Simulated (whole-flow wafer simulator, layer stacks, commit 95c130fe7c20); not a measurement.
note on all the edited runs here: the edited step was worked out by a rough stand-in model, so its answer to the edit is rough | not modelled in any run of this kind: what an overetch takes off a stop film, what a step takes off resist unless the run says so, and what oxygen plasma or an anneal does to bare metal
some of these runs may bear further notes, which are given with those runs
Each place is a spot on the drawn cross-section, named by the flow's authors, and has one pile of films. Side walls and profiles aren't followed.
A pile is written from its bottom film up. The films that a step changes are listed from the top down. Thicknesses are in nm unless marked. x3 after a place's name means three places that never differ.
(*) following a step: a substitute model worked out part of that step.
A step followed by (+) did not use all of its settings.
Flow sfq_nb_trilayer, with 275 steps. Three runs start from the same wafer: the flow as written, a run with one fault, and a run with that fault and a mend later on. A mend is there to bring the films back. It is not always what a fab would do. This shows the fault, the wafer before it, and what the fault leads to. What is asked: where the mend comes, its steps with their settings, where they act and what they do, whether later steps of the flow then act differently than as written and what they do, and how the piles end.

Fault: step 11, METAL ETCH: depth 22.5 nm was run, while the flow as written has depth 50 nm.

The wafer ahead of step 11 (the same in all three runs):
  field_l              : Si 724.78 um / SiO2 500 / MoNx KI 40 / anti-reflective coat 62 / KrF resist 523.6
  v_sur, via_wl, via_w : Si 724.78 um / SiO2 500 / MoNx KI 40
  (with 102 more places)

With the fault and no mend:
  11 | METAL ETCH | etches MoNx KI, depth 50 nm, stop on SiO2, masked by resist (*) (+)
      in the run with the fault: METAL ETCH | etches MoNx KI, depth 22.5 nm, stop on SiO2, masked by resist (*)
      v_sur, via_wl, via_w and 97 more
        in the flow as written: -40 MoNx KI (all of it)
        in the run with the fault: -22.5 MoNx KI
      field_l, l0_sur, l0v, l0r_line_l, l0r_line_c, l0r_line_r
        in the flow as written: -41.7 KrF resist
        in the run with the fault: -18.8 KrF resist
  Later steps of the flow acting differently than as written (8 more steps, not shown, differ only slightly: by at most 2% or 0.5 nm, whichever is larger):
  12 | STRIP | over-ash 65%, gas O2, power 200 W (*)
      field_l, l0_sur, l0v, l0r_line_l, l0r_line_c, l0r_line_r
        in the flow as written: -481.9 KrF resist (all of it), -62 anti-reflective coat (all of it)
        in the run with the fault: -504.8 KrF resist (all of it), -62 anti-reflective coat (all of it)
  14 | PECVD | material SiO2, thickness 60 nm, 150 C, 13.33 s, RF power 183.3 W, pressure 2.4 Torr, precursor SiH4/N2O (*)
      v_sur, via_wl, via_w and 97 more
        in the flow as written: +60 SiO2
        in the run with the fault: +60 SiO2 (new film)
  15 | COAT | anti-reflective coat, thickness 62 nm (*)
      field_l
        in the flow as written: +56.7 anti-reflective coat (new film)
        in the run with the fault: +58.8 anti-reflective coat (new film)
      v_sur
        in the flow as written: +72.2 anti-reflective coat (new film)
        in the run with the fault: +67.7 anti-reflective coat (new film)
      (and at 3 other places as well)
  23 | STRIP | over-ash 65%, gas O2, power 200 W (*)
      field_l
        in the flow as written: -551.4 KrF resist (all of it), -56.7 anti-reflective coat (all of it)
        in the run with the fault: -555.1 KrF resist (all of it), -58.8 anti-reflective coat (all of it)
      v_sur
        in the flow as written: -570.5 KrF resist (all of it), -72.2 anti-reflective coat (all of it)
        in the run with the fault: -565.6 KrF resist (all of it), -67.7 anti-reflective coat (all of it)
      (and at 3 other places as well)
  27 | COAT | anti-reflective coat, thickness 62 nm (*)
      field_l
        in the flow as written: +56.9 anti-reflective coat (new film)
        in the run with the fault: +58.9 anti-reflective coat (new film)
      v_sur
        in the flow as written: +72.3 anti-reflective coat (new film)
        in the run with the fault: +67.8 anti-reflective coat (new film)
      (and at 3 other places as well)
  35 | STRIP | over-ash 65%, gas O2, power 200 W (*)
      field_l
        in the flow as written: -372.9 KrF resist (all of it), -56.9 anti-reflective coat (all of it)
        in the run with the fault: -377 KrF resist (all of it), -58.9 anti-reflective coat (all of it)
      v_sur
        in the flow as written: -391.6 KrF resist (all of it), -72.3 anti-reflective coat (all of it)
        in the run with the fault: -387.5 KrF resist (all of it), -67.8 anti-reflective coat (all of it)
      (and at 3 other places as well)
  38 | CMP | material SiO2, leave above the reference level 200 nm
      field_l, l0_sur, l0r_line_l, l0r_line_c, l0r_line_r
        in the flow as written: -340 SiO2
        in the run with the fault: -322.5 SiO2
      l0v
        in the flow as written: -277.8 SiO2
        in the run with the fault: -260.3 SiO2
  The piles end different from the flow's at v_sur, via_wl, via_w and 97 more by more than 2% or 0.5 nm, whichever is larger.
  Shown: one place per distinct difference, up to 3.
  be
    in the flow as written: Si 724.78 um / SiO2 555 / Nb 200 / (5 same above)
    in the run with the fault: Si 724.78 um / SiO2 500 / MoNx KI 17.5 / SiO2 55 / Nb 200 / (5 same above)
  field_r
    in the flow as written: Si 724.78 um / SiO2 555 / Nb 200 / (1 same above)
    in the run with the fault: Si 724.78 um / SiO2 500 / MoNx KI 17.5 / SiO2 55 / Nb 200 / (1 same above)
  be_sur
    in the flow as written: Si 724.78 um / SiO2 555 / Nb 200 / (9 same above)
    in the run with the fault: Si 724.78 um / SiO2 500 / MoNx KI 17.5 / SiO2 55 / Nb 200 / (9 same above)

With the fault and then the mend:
  After step 12 comes the mend.
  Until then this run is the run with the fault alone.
  12a | COAT | anti-reflective coat, thickness 62 nm (*) (a further turn of the flow's step 4)
      p4_fl x3, p4_w1 x9, p4_g1 x2 and 59 more
        +62 anti-reflective coat (new film)
      wire, be, be_sur and 9 more
        +63 anti-reflective coat (new film)
      via_w, via_wr, lsp_m, ln_m6
        +63.2 anti-reflective coat (new film)
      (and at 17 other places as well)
  12b | COAT | KrF resist, thickness 600 nm (*) (a further turn of the flow's step 5)
      p4_fl x3, p4_w1 x9, p4_g1 x2 and 59 more
        +600 KrF resist (new film)
      gap, jj_sur, ce_l and 7 more
        +603.8 KrF resist (new film)
      be, be_sur, moat
        +603.9 KrF resist (new film)
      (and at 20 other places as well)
  12c | SOFTBAKE | KrF resist (a further turn of the flow's step 6)
      does not change any film at any place that is followed
  12d | EXPOSE | photomask L0, dose 11.59 mJ/cm2, NA 0.6, wavelength 248 nm (*) (a further turn of the flow's step 7)
      does not change any film at any place that is followed
  12e | PEB | KrF resist, 90 s (a further turn of the flow's step 8)
      p4_fl x3, p4_w1 x9, p4_g1 x2 and 62 more
        -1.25 KrF resist
      v_sur, via_wr, via_sp and 19 more
        -1.26 KrF resist
      via_wl, via_w, ln_m6, lsp_r, l0r_space_c
        -1.27 KrF resist
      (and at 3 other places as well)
  12f | DEVELOP | KrF resist, thickness 600 nm, 60 s (a further turn of the flow's step 9)
      p4_fl x3, p4_w1 x9, p4_g1 x2 and 59 more
        -598.7 KrF resist (all of it)
      gap, jj_sur, ce_l and 6 more
        -602.5 KrF resist (all of it)
      field_l, l0_sur, l0v, l0r_line_l, l0r_line_c, l0r_line_r
        -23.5 KrF resist
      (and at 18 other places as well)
  12g | METAL ETCH | etches anti-reflective coat, depth 125 nm, masked by resist (*) (+) (a further turn of the flow's step 10)
      p4_fl x3, p4_w1 x9, p4_g1 x2 and 59 more
        -62 anti-reflective coat (all of it)
      wire, be, be_sur and 9 more
        -63 anti-reflective coat (all of it)
      field_l, l0_sur, l0v, l0r_line_l, l0r_line_c, l0r_line_r
        -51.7 KrF resist
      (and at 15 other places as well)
  12h | METAL ETCH | etches MoNx KI, depth 27.5 nm, stop on SiO2, masked by resist (+) (a further turn of the flow's step 11, with different settings)
      v_sur, via_wl, via_w and 97 more
        -17.5 MoNx KI (all of it)
      field_l, l0_sur, l0v, l0r_line_l, l0r_line_c, l0r_line_r
        -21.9 KrF resist
  12i | STRIP | over-ash 65%, gas O2, power 200 W (*) (a further turn of the flow's step 12)
      l0r_line_l, l0r_line_c, l0r_line_r
        -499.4 KrF resist (all of it), -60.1 anti-reflective coat (all of it)
      field_l
        -496.5 KrF resist (all of it), -58.7 anti-reflective coat (all of it)
      l0_sur
        -497.5 KrF resist (all of it), -57 anti-reflective coat (all of it)
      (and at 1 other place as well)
  Every later step of the flow that is run acts as written at every place that is followed.
  At every place that both follow, the piles at the end match the flow's.
